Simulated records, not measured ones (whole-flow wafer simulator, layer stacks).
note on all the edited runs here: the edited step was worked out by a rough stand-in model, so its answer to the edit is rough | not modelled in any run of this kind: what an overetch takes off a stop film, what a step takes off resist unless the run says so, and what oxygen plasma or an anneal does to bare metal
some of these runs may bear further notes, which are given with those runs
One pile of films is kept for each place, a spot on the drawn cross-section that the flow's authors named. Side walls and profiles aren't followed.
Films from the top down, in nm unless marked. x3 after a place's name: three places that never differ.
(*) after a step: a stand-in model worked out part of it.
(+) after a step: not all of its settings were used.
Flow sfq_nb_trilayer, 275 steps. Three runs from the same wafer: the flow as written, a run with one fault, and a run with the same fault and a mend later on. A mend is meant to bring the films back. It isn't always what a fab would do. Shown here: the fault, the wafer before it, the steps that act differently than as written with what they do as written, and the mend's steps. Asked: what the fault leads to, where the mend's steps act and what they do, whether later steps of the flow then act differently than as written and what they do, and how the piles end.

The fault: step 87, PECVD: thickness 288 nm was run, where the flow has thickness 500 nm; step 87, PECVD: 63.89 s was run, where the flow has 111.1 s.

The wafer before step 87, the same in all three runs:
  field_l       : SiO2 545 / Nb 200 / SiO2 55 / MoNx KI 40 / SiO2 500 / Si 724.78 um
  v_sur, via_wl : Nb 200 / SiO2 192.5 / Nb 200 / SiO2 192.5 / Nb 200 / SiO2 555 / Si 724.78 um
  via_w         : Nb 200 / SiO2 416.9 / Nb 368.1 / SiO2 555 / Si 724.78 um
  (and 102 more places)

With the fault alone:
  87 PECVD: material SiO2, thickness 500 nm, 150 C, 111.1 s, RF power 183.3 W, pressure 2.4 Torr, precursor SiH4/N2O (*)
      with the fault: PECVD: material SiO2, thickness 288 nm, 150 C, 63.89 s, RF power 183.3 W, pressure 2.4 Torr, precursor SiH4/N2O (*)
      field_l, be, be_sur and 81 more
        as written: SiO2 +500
        with the fault: SiO2 +288
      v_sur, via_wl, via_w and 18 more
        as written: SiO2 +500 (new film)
        with the fault: SiO2 +288 (new film)
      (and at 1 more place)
  Later steps of the flow that act differently than as written (16 more steps differ only slightly, by at most 2% or 0.5 nm, whichever is larger, and aren't shown):
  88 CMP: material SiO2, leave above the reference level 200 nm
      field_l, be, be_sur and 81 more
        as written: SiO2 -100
        with the fault: nothing
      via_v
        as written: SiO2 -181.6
        with the fault: nothing
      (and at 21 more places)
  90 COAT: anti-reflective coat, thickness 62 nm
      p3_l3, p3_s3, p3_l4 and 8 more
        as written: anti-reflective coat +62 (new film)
        with the fault: anti-reflective coat +63.3 (new film)
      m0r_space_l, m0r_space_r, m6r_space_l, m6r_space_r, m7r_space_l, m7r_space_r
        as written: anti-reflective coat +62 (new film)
        with the fault: anti-reflective coat +76.7 (new film)
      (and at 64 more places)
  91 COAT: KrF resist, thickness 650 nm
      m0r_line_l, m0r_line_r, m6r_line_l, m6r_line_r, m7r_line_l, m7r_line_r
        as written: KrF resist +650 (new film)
        with the fault: KrF resist +672 (new film)
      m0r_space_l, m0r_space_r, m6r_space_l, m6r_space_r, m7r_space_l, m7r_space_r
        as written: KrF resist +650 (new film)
        with the fault: KrF resist +663.6 (new film)
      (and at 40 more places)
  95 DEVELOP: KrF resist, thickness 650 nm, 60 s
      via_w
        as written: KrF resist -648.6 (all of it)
        with the fault: KrF resist -608.8 (all of it)
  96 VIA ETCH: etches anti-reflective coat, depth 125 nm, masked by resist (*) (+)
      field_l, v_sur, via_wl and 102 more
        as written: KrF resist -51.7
        with the fault: KrF resist -44.1
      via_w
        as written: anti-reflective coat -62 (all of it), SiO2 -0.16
        with the fault: anti-reflective coat -52.9 (all of it), SiO2 -0.13
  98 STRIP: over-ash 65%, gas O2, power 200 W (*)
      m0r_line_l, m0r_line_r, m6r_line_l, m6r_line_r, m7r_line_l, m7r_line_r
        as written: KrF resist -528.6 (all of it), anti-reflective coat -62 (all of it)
        with the fault: KrF resist -558.2 (all of it), anti-reflective coat -63.3 (all of it)
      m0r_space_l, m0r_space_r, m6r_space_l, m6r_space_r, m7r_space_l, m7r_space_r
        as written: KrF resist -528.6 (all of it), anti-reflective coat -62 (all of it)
        with the fault: KrF resist -549.8 (all of it), anti-reflective coat -76.7 (all of it)
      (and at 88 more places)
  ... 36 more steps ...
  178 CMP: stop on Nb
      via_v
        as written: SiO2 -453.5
        with the fault: SiO2 -340.8
  At the end the piles differ from the flow's by more than 2% or 0.5 nm, whichever is larger, at via_v, ln_m5, ln_m6 and 9 more.
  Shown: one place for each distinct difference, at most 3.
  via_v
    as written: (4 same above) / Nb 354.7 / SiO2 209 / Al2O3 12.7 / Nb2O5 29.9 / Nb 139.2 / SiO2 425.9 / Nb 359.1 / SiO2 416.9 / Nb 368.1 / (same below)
    with the fault: (4 same above) / Nb 354.7 / SiO2 459.7 / Al2O3 9.16 / Nb2O5 36.3 / Nb 104.3 / SiO2 344 / Nb 90.1 / SiO2 138.9 / Nb 170.3 / SiO2 240 / Nb 368.1 / (same below)
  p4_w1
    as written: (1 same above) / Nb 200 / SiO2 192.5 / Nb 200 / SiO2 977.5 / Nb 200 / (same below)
    with the fault: (1 same above) / Nb 200 / SiO2 304.5 / Nb 200 / SiO2 865.5 / Nb 200 / (same below)
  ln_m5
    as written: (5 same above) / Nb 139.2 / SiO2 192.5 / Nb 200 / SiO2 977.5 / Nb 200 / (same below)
    with the fault: (5 same above) / Nb 139.2 / SiO2 204.5 / Nb 200 / SiO2 965.5 / Nb 200 / (same below)

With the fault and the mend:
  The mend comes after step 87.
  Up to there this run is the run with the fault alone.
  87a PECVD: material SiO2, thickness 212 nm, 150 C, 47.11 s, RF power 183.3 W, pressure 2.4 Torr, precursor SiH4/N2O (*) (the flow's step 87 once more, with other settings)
      field_l, v_sur, via_wl and 102 more
        SiO2 +212
      via_v
        SiO2 +188.9
  Later steps of the flow that act differently than as written:
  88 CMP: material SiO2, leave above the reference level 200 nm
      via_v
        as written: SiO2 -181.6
        with the mend: SiO2 -12
  At the end the piles are the same as the flow's at every place that both follow.
